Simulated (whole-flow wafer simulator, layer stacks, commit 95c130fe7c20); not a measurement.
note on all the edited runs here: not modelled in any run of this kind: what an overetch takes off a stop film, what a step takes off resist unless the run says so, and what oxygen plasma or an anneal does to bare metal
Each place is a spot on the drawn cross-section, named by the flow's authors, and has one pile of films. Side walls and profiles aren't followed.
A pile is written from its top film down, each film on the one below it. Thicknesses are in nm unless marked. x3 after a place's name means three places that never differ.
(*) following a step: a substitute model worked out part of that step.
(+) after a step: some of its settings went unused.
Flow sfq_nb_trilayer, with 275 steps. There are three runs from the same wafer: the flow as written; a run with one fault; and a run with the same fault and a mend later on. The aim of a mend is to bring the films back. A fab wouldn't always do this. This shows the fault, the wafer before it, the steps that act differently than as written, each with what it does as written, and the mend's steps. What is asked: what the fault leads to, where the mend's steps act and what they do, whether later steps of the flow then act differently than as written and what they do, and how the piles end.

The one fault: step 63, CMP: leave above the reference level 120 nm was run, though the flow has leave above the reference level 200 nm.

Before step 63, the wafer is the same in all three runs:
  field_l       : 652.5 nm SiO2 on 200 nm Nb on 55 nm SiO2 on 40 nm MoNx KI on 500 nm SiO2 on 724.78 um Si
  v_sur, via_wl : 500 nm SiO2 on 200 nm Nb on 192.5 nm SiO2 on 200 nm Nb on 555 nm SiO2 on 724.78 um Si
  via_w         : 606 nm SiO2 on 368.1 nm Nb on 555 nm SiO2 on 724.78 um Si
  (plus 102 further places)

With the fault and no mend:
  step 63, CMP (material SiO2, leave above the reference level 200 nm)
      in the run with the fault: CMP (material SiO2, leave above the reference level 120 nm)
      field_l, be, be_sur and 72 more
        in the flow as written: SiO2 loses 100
        in the run with the fault: SiO2 loses 180
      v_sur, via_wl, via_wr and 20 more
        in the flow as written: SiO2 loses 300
        in the run with the fault: SiO2 loses 380
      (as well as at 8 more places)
  Later steps of the flow acting differently than as written (not shown: 3 more steps that differ only slightly, by at most 2% or 0.5 nm, whichever is larger):
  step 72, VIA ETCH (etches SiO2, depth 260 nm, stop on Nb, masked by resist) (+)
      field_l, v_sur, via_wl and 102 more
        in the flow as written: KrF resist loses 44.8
        in the run with the fault: KrF resist loses 31
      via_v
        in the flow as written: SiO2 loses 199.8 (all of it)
        in the run with the fault: SiO2 loses 119.8 (all of it)
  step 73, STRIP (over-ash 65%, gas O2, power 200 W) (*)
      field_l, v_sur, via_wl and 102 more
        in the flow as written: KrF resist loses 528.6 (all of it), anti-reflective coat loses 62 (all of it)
        in the run with the fault: KrF resist loses 542.4 (all of it), anti-reflective coat loses 62 (all of it)
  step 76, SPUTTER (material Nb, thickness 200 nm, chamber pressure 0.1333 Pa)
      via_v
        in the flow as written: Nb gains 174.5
        in the run with the fault: Nb gains 190.6
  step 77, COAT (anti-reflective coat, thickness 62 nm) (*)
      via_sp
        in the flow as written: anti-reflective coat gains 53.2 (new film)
        in the run with the fault: anti-reflective coat gains 54.9 (new film)
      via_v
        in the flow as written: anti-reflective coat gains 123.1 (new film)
        in the run with the fault: anti-reflective coat gains 105 (new film)
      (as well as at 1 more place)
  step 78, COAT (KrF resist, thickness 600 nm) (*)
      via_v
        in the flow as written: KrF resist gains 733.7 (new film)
        in the run with the fault: KrF resist gains 668.7 (new film)
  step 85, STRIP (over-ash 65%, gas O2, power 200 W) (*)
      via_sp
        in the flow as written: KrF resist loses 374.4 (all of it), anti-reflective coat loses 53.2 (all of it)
        in the run with the fault: KrF resist loses 379.7 (all of it), anti-reflective coat loses 54.9 (all of it)
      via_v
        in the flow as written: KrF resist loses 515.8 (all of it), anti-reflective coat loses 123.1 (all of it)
        in the run with the fault: KrF resist loses 450.9 (all of it), anti-reflective coat loses 105 (all of it)
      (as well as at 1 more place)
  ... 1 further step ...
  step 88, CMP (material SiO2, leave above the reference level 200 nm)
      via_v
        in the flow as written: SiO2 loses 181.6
        in the run with the fault: SiO2 loses 171.6
  The piles end different from the flow's at field_l, v_sur, via_wl and 103 more by more than 2% or 0.5 nm, whichever is larger.
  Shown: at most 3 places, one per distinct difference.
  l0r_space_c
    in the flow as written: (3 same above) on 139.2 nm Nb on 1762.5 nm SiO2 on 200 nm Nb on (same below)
    in the run with the fault: (3 same above) on 139.2 nm Nb on 1682.5 nm SiO2 on 200 nm Nb on (same below)
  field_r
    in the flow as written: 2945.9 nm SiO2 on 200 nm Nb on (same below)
    in the run with the fault: 2865.9 nm SiO2 on 200 nm Nb on (same below)
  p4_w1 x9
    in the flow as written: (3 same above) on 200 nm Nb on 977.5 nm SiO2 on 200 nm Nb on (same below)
    in the run with the fault: (3 same above) on 200 nm Nb on 897.5 nm SiO2 on 200 nm Nb on (same below)

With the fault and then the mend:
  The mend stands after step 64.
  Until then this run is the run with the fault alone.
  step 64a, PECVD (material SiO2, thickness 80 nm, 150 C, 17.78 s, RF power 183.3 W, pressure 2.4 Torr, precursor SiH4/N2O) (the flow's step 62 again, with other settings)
      field_l, v_sur, via_wl and 103 more
        SiO2 gains 80
  Every later step of the flow that is run acts as written at every place that is followed.
  At every place that both follow, the piles at the end match the flow's.
